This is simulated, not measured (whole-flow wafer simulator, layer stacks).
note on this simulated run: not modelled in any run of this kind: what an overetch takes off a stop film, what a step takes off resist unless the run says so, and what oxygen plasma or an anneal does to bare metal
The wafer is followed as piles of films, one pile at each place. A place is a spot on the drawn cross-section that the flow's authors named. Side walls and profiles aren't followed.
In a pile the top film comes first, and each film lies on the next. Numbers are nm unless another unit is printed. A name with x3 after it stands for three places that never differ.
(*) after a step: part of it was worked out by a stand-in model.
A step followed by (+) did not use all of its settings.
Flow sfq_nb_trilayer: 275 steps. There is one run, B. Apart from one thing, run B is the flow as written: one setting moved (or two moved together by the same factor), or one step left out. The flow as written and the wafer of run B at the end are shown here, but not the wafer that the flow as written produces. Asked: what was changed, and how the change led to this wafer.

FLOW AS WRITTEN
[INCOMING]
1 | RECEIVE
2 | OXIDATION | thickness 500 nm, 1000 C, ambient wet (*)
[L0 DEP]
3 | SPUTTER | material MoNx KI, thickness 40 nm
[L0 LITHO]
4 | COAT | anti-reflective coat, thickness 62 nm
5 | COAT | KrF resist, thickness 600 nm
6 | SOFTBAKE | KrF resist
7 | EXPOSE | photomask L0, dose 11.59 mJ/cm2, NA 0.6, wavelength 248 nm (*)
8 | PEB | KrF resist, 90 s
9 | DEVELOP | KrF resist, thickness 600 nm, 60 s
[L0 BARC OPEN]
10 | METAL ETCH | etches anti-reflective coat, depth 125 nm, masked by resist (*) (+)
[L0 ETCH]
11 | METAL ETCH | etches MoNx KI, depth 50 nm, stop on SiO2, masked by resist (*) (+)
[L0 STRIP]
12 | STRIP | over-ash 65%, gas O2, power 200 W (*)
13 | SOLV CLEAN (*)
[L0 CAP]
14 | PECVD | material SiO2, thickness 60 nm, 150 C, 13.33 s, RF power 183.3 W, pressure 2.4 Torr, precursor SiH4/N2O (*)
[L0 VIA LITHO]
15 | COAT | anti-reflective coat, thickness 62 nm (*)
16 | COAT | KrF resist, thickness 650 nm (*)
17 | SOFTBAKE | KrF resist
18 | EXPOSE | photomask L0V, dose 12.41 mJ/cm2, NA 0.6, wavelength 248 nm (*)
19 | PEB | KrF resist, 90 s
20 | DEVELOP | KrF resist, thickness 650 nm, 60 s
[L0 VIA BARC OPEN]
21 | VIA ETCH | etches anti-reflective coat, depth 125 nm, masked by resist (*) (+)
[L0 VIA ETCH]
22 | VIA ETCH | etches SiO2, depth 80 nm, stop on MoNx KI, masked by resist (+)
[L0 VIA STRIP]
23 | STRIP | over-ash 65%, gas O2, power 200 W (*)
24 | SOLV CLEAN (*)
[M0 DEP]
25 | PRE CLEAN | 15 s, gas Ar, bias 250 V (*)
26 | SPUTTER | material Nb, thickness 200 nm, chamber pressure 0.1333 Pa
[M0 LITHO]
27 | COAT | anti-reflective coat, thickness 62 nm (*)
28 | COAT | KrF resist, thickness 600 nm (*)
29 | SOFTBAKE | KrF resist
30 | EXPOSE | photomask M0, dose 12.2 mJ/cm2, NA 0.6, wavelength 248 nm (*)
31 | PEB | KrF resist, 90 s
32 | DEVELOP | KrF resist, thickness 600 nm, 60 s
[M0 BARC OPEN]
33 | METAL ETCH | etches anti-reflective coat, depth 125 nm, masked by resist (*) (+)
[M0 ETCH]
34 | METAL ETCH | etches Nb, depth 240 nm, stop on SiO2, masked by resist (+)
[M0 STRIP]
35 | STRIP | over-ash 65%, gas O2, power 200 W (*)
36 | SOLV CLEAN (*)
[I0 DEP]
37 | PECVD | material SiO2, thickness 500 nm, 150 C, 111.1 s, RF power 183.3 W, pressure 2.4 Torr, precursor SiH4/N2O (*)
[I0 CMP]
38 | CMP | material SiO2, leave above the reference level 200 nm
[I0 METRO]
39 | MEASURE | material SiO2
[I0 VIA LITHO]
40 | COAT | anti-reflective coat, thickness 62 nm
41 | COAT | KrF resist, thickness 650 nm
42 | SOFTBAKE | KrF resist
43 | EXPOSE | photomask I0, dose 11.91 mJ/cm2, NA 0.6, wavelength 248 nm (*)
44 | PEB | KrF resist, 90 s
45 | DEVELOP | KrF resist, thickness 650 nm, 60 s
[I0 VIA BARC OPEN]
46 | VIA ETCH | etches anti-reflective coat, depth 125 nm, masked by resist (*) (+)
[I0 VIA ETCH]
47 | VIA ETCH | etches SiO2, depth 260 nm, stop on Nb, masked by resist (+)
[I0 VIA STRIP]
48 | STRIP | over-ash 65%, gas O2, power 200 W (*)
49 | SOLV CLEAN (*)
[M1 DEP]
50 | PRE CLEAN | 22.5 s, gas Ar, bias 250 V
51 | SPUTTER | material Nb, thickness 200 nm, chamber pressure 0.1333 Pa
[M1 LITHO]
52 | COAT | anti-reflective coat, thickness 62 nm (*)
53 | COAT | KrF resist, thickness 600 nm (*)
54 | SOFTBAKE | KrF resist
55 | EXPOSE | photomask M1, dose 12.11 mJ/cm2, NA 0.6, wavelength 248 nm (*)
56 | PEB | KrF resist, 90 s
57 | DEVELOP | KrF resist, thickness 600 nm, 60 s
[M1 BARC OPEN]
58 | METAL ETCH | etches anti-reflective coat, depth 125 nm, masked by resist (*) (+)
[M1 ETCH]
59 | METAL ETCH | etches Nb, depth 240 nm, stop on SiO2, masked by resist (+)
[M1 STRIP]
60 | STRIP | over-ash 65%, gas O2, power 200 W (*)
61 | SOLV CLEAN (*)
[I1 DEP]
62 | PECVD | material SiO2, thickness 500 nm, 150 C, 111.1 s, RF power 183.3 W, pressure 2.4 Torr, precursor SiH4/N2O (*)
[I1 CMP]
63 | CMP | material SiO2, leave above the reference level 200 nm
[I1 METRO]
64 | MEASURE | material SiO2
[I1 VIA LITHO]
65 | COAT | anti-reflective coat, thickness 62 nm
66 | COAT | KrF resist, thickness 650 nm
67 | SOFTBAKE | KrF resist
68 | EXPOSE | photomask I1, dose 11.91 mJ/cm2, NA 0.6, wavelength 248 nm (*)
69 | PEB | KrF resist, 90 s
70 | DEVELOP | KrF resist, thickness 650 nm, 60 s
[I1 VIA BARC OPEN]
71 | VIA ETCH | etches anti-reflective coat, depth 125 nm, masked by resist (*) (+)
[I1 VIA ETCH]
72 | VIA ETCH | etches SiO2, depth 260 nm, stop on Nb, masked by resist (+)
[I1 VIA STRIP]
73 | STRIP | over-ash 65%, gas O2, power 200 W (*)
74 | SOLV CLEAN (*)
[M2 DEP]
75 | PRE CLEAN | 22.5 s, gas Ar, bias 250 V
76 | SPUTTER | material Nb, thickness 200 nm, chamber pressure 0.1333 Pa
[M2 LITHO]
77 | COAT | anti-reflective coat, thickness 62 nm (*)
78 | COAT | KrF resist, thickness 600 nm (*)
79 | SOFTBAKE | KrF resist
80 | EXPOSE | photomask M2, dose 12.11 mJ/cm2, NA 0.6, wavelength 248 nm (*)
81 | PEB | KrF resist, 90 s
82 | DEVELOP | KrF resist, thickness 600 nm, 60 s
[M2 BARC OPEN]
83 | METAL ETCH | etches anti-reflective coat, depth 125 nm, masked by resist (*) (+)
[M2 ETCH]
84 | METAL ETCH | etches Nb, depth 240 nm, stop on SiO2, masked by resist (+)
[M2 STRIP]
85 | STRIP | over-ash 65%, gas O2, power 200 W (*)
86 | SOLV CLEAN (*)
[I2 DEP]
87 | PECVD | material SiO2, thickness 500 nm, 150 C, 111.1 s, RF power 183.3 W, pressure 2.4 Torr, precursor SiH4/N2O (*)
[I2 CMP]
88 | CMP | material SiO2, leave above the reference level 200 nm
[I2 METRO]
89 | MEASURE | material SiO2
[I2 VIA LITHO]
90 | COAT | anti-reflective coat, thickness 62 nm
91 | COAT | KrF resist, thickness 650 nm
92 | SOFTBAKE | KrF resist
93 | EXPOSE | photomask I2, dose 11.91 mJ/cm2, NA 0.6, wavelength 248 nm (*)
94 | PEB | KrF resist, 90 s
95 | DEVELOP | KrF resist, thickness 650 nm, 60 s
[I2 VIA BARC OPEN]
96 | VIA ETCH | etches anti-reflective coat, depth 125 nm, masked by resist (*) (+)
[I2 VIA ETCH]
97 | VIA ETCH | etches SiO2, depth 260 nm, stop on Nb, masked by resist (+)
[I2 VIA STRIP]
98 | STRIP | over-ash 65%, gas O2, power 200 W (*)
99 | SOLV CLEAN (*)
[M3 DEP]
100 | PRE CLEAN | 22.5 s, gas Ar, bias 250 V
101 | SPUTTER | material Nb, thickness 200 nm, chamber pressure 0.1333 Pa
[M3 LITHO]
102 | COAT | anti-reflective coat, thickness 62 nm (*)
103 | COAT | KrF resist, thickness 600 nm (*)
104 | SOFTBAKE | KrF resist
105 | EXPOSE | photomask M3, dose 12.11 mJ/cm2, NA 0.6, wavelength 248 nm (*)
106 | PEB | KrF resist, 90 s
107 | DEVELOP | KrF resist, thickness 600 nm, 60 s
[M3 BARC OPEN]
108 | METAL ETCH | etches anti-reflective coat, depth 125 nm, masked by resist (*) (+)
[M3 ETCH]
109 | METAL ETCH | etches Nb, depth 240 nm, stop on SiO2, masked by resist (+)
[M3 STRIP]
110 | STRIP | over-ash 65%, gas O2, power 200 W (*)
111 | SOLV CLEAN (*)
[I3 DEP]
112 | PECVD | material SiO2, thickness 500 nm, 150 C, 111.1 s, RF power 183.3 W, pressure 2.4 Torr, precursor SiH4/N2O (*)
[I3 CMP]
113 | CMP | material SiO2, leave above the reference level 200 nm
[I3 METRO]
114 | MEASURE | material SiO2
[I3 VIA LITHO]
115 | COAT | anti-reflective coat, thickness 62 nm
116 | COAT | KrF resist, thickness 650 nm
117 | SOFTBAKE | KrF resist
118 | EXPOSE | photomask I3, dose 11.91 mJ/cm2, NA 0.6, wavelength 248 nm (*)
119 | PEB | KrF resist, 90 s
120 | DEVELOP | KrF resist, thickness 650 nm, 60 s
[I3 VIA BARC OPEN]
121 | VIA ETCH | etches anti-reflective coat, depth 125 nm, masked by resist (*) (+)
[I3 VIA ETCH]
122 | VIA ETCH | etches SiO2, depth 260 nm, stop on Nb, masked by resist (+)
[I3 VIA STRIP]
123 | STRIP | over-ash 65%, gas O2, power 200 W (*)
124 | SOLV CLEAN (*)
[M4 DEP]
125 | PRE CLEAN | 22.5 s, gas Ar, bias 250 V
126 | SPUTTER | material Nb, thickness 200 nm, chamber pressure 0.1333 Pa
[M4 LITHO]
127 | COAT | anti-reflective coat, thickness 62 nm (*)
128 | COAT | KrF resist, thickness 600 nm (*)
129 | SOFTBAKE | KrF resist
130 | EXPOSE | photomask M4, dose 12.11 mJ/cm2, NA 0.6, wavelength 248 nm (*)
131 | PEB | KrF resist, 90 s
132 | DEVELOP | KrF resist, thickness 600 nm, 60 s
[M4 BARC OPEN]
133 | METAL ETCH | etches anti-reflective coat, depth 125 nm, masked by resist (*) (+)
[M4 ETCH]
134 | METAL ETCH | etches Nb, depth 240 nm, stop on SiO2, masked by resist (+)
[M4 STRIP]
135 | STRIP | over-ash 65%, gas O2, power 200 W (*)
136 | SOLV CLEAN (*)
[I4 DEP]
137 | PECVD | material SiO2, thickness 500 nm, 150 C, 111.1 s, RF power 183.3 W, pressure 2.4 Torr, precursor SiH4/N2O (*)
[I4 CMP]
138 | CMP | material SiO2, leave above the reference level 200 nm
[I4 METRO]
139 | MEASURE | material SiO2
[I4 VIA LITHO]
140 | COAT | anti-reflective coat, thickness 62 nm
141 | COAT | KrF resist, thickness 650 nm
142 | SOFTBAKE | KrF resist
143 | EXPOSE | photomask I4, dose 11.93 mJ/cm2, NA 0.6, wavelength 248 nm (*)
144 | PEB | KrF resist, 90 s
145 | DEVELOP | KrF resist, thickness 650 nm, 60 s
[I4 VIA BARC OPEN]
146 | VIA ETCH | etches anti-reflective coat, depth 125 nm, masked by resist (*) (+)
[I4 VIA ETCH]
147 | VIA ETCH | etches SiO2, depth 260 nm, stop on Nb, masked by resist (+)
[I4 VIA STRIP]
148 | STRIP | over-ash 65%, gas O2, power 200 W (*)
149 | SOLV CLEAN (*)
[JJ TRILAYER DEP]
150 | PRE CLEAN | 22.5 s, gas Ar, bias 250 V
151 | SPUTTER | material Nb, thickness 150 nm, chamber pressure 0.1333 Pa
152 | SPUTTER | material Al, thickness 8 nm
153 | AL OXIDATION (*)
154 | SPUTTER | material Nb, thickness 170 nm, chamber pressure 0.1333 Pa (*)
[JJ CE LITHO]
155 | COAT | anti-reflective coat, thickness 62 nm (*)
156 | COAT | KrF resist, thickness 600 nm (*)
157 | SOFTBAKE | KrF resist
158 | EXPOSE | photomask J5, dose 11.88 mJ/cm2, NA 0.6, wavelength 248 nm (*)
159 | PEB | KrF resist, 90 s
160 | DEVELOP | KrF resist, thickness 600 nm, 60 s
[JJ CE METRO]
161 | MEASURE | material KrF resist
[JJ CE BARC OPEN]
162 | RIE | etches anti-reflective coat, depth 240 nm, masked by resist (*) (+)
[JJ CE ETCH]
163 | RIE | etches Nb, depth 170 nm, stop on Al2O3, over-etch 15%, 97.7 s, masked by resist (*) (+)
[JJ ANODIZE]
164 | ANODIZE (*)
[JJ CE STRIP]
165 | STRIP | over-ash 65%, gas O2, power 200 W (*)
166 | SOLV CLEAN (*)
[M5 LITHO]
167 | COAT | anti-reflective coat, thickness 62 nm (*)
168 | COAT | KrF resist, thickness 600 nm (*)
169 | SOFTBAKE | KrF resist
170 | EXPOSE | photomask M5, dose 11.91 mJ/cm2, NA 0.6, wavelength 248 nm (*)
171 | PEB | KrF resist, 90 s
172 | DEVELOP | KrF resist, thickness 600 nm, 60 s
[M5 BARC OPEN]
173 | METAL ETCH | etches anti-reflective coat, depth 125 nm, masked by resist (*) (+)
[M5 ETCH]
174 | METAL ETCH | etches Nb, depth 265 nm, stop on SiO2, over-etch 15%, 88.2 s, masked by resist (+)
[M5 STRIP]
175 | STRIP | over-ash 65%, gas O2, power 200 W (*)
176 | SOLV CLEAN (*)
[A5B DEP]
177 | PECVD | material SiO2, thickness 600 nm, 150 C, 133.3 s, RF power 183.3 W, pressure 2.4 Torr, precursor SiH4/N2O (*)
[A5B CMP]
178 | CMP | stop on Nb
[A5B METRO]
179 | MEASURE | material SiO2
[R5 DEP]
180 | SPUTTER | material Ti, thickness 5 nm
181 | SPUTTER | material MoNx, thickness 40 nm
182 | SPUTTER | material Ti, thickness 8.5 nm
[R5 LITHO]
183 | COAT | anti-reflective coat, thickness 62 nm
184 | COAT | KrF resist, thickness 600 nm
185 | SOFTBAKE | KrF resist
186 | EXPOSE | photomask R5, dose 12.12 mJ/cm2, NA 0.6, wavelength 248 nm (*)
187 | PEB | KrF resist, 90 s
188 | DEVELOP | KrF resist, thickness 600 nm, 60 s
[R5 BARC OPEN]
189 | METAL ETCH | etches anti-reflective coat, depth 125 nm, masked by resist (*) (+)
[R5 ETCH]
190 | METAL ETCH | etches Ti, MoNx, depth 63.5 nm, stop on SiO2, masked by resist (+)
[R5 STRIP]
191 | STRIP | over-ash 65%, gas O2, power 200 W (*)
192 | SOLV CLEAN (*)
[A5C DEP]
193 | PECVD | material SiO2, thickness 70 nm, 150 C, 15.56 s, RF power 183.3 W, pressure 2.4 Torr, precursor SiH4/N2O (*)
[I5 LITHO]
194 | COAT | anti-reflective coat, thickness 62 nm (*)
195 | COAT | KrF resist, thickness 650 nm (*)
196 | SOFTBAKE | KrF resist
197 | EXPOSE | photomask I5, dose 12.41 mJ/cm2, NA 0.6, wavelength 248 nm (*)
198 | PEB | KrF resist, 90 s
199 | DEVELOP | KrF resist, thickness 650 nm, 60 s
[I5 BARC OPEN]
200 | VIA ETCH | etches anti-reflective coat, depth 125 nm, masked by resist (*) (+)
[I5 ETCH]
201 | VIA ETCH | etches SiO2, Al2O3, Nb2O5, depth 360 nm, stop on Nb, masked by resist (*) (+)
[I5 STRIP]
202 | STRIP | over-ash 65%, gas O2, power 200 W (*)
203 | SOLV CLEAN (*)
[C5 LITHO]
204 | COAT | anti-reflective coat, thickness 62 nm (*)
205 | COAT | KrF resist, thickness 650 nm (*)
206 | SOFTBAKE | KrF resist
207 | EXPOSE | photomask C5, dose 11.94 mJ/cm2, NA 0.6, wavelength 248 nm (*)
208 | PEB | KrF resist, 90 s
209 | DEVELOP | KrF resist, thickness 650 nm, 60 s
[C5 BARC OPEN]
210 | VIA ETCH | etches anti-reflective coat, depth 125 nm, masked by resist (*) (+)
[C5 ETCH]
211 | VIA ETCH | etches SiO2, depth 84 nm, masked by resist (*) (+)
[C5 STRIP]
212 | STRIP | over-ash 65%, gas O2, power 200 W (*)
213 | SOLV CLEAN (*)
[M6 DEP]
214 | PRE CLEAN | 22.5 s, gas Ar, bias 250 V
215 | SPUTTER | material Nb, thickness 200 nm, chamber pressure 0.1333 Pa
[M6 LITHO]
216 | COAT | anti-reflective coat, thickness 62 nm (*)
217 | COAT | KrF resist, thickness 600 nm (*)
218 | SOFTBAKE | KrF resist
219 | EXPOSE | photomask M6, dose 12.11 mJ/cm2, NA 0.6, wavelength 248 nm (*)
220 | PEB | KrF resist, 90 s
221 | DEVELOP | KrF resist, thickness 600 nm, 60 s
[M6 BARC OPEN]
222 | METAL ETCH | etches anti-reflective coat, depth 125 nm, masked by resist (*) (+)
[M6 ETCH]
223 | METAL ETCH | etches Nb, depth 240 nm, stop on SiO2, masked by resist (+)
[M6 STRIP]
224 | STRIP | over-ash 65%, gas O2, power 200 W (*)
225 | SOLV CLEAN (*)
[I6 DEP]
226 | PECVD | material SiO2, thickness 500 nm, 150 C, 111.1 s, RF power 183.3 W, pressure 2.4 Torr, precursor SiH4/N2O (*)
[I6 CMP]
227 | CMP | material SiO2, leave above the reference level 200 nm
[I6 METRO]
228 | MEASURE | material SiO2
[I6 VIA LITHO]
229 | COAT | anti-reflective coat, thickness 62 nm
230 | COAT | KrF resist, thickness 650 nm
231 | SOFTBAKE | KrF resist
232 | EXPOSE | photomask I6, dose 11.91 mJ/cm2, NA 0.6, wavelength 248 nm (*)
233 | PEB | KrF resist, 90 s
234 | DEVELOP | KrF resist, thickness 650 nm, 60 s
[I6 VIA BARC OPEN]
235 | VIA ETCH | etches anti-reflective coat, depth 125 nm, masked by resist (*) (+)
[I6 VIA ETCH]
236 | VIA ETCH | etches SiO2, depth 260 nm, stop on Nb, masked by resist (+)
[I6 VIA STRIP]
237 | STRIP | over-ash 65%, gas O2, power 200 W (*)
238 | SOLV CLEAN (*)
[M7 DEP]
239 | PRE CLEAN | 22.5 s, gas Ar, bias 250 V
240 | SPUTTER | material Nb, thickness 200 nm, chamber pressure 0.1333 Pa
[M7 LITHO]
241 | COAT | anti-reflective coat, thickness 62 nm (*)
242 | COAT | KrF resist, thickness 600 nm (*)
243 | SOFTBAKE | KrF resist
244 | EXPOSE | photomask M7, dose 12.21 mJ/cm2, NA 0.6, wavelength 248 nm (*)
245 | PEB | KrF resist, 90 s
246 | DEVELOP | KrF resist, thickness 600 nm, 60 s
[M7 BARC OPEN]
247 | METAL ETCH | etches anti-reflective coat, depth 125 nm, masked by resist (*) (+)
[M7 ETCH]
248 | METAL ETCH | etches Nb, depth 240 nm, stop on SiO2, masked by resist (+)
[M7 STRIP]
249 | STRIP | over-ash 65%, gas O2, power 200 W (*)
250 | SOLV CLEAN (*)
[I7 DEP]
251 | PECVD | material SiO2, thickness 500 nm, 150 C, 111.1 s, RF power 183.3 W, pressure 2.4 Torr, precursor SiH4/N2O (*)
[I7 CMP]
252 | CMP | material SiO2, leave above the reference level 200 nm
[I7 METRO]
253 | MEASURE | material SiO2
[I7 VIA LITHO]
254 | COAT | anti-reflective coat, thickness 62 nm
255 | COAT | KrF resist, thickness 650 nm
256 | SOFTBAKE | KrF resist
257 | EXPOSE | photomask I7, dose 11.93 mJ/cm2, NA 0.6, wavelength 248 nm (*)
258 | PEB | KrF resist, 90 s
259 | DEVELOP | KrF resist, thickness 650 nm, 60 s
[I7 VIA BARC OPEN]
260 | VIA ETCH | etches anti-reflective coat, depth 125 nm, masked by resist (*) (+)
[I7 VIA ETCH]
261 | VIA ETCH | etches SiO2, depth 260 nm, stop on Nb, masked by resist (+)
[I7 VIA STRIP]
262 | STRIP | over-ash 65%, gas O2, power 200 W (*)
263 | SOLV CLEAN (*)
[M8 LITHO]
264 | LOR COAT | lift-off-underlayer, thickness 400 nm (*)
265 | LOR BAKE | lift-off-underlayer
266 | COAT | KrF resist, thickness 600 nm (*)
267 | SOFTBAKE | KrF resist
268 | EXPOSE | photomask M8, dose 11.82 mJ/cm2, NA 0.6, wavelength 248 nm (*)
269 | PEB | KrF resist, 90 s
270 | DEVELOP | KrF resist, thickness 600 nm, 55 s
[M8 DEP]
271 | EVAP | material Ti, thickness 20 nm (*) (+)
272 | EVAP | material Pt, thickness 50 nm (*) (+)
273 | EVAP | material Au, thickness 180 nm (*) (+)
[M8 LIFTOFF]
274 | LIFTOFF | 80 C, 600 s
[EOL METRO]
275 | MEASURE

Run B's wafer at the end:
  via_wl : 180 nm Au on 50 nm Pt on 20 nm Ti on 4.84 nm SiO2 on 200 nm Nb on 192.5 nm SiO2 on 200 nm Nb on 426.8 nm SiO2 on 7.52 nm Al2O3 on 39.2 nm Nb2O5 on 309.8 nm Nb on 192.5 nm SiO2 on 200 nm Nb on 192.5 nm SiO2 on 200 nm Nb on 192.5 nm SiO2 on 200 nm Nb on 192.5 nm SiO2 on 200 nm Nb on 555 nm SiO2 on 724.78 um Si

The reason: step 261, VIA ETCH: depth 195 nm was run, whereas the flow has depth 260 nm.

Step by step, how the change led to this:
  261 | VIA ETCH | etches SiO2, depth 260 nm, stop on Nb, masked by resist (+)
      via_wl, via_w, via_wr: SiO2 loses 195 (as written it would have been: SiO2 loses 199.8 (all of it))
      field_l, v_sur, via_sp and 100 more: KrF resist loses 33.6 (as written it would have been: KrF resist loses 44.8)
  262 | STRIP | over-ash 65%, gas O2, power 200 W (*)
      field_l, v_sur, via_sp and 100 more: KrF resist loses 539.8 (all of it), anti-reflective coat loses 62 (all of it) (as written it would have been: KrF resist loses 528.6 (all of it), anti-reflective coat loses 62 (all of it))
Taking metal films that touch as one body, via_wl has 8 bodies (between them, from the top down: SiO2 4.84; SiO2 192.5; SiO2 426.8 / Al2O3 7.52 / Nb2O5 39.2; SiO2 192.5; SiO2 192.5; SiO2 192.5; SiO2 192.5); the flow as written gives 7 bodies (between them, from the top down: SiO2 192.5; SiO2 426.8 / Al2O3 7.52 / Nb2O5 39.2; SiO2 192.5; SiO2 192.5; SiO2 192.5; SiO2 192.5).
